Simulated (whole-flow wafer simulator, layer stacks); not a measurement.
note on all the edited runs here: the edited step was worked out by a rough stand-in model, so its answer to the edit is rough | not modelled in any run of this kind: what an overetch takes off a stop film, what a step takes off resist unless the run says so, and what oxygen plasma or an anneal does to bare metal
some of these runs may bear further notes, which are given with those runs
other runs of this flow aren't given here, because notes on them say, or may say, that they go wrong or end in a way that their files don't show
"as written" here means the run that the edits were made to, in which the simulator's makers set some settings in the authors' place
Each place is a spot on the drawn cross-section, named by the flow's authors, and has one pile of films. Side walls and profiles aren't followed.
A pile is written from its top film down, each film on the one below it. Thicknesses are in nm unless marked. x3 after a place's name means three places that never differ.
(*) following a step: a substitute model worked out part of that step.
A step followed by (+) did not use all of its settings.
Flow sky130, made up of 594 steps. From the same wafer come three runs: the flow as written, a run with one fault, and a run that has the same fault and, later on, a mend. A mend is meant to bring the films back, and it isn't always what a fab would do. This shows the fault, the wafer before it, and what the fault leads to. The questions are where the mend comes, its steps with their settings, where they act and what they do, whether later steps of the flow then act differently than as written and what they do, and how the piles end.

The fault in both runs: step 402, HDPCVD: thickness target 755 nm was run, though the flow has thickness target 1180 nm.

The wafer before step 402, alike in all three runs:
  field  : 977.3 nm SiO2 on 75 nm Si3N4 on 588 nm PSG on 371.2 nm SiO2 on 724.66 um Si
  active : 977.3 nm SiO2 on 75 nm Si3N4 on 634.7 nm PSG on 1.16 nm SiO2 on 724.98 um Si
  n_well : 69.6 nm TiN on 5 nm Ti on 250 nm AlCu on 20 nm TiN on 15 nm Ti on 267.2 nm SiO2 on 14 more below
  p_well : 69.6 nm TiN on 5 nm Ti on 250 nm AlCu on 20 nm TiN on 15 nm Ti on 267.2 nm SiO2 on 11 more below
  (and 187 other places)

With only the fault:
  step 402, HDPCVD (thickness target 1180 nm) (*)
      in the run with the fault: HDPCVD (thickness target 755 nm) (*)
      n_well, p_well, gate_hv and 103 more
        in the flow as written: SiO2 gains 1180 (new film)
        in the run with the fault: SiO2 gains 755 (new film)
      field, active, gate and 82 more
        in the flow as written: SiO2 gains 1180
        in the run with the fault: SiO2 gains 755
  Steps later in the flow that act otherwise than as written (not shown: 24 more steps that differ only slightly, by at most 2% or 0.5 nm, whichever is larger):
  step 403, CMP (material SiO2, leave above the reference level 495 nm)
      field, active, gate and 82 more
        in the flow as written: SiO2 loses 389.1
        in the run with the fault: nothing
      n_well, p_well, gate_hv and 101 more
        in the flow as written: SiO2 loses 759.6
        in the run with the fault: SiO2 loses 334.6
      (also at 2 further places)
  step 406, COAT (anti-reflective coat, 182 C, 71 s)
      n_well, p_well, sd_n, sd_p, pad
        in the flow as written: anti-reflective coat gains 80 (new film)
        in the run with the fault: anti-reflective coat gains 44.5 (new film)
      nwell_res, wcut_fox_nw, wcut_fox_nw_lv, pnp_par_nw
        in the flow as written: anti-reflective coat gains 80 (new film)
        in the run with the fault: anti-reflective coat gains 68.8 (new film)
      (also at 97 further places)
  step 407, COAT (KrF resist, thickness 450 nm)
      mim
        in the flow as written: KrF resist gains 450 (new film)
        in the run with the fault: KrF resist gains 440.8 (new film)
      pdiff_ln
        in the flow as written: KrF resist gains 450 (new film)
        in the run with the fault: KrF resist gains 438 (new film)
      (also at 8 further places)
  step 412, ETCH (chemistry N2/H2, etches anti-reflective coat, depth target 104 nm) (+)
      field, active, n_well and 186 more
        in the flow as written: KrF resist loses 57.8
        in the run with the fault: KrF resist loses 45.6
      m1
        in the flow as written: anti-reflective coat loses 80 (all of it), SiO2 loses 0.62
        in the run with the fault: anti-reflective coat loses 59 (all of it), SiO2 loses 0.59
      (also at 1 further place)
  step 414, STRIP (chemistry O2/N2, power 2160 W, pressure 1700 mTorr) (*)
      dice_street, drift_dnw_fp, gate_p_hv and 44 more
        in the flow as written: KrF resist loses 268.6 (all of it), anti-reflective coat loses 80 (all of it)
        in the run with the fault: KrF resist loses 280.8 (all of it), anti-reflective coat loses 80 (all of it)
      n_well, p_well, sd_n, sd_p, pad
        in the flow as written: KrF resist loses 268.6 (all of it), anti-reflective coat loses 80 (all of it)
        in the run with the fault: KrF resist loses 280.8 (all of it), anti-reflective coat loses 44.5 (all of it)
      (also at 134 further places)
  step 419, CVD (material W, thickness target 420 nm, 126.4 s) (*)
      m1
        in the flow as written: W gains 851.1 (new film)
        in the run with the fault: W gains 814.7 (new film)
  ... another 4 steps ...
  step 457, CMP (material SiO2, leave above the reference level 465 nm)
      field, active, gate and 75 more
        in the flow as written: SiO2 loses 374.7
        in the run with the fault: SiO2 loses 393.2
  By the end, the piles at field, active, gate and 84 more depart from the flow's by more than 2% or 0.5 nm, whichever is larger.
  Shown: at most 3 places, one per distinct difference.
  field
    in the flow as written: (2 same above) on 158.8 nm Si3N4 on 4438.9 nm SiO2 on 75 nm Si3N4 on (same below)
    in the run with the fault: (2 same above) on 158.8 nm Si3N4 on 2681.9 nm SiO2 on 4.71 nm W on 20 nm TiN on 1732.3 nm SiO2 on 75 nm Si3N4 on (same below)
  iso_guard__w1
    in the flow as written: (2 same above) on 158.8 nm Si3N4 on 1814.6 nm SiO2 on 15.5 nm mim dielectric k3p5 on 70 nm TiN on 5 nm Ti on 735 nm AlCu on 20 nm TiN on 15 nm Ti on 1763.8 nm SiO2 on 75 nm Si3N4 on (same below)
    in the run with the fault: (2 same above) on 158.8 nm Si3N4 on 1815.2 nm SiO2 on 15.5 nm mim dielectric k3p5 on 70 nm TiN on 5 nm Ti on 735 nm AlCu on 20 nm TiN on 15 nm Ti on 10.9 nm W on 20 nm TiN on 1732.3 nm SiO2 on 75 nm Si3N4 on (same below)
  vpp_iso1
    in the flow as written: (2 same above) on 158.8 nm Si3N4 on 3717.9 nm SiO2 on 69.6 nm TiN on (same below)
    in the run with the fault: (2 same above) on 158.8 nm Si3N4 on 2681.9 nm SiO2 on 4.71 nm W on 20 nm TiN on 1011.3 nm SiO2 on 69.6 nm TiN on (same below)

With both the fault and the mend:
  The mend stands after step 402.
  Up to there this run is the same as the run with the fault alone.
  step 402a, HDPCVD (thickness target 425 nm) (*) (a further turn of the flow's step 402, with different settings)
      field, active, n_well and 188 more
        SiO2 gains 425
  None of the later steps of the flow acts differently than as written at any place that is followed.
  By the end, the piles equal the flow's at every place that both follow.
